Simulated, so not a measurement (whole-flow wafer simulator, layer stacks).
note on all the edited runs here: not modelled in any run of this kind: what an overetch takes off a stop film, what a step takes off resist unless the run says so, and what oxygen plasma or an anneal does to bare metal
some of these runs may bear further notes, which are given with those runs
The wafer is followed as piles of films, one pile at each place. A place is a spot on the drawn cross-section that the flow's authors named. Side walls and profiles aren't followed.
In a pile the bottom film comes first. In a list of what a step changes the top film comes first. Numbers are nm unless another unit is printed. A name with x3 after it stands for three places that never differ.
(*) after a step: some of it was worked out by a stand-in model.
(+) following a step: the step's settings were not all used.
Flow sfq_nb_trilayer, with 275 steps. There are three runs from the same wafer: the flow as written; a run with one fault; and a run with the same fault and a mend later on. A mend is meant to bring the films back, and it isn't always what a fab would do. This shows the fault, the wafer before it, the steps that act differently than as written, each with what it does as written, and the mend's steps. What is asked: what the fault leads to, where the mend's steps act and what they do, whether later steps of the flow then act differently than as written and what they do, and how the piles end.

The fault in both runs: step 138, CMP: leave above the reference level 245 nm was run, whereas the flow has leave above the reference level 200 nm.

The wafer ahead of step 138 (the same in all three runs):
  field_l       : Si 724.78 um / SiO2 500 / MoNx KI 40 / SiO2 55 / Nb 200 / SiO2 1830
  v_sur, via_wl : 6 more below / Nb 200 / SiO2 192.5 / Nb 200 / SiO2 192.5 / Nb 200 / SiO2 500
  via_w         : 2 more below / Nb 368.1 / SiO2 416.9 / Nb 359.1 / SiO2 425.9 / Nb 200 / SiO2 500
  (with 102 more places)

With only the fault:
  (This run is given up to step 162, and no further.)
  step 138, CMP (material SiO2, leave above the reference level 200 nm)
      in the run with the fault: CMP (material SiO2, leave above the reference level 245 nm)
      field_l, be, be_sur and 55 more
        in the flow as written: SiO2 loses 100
        in the run with the fault: SiO2 loses 55
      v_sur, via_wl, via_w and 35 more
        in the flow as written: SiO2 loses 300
        in the run with the fault: SiO2 loses 255
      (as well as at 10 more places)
  Steps further on in the flow that do not act as written (2 more steps, not shown, differ only slightly: by at most 2% or 0.5 nm, whichever is larger):
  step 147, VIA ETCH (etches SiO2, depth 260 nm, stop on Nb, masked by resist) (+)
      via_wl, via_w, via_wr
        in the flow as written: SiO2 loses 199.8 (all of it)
        in the run with the fault: SiO2 loses 244.8 (all of it)
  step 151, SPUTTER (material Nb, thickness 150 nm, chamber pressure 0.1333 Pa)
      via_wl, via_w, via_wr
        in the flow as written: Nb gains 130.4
        in the run with the fault: Nb gains 125.2
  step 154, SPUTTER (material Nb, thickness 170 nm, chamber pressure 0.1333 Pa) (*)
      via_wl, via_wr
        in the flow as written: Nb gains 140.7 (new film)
        in the run with the fault: Nb gains 132.9 (new film)
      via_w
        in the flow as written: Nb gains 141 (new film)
        in the run with the fault: Nb gains 133.2 (new film)
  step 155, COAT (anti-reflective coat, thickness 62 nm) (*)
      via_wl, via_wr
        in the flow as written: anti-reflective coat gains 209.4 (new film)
        in the run with the fault: anti-reflective coat gains 255.3 (new film)
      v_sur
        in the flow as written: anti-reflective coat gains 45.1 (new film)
        in the run with the fault: anti-reflective coat gains 43.4 (new film)
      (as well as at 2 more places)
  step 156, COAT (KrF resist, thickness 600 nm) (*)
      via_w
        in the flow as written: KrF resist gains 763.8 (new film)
        in the run with the fault: KrF resist gains 805 (new film)
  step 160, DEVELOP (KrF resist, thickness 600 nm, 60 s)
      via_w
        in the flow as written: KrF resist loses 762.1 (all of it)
        in the run with the fault: KrF resist loses 803.2 (all of it)
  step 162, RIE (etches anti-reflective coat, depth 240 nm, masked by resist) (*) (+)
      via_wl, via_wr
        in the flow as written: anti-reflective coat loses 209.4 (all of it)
        in the run with the fault: anti-reflective coat loses 240
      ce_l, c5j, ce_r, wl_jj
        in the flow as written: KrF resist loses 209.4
        in the run with the fault: KrF resist loses 240
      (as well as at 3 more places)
  Once step 162 is done, the piles at field_l, v_sur, via_wl and 100 more depart from the flow's by more than 2% or 0.5 nm, whichever is larger.
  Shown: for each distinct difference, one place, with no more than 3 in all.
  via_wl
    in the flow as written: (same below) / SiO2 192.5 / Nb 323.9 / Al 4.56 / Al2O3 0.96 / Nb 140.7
    in the run with the fault: (same below) / SiO2 192.5 / Nb 318.7 / Al 4.4 / Al2O3 0.96 / Nb 132.9 / anti-reflective coat 15.3
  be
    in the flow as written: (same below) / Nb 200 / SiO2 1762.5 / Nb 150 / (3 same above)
    in the run with the fault: (same below) / Nb 200 / SiO2 1807.5 / Nb 150 / (3 same above)
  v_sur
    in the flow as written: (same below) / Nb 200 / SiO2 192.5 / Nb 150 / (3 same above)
    in the run with the fault: (same below) / Nb 200 / SiO2 237.5 / Nb 150 / (3 same above)

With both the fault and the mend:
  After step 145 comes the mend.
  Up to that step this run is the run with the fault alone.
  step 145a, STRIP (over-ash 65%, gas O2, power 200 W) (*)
      field_l, v_sur, via_sp and 100 more
        KrF resist loses 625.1 (all of it), anti-reflective coat loses 62 (all of it)
      via_wl, via_w, via_wr
        anti-reflective coat loses 62 (all of it)
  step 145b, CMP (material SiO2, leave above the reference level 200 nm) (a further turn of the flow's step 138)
      field_l, v_sur, via_wl and 103 more
        SiO2 loses 45
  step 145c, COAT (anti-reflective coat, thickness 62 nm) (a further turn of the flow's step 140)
      field_l, v_sur, via_wl and 103 more
        anti-reflective coat gains 62 (new film)
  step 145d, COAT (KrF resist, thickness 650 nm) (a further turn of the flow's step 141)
      field_l, v_sur, via_wl and 103 more
        KrF resist gains 650 (new film)
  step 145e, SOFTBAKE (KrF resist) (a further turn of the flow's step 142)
      leaves every film unchanged at each place that is followed
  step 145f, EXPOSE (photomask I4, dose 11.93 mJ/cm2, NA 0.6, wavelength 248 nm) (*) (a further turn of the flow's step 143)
      leaves every film unchanged at each place that is followed
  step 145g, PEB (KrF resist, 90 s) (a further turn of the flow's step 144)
      field_l, v_sur, via_wl and 103 more
        KrF resist loses 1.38
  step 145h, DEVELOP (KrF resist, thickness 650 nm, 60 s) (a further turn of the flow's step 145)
      field_l, v_sur, via_sp and 100 more
        KrF resist loses 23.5
      via_wl, via_w, via_wr
        KrF resist loses 648.6 (all of it)
  Later steps of the flow that are run all act as written at every place that is followed.
  The piles end the same as the flow's at every place that both follow.
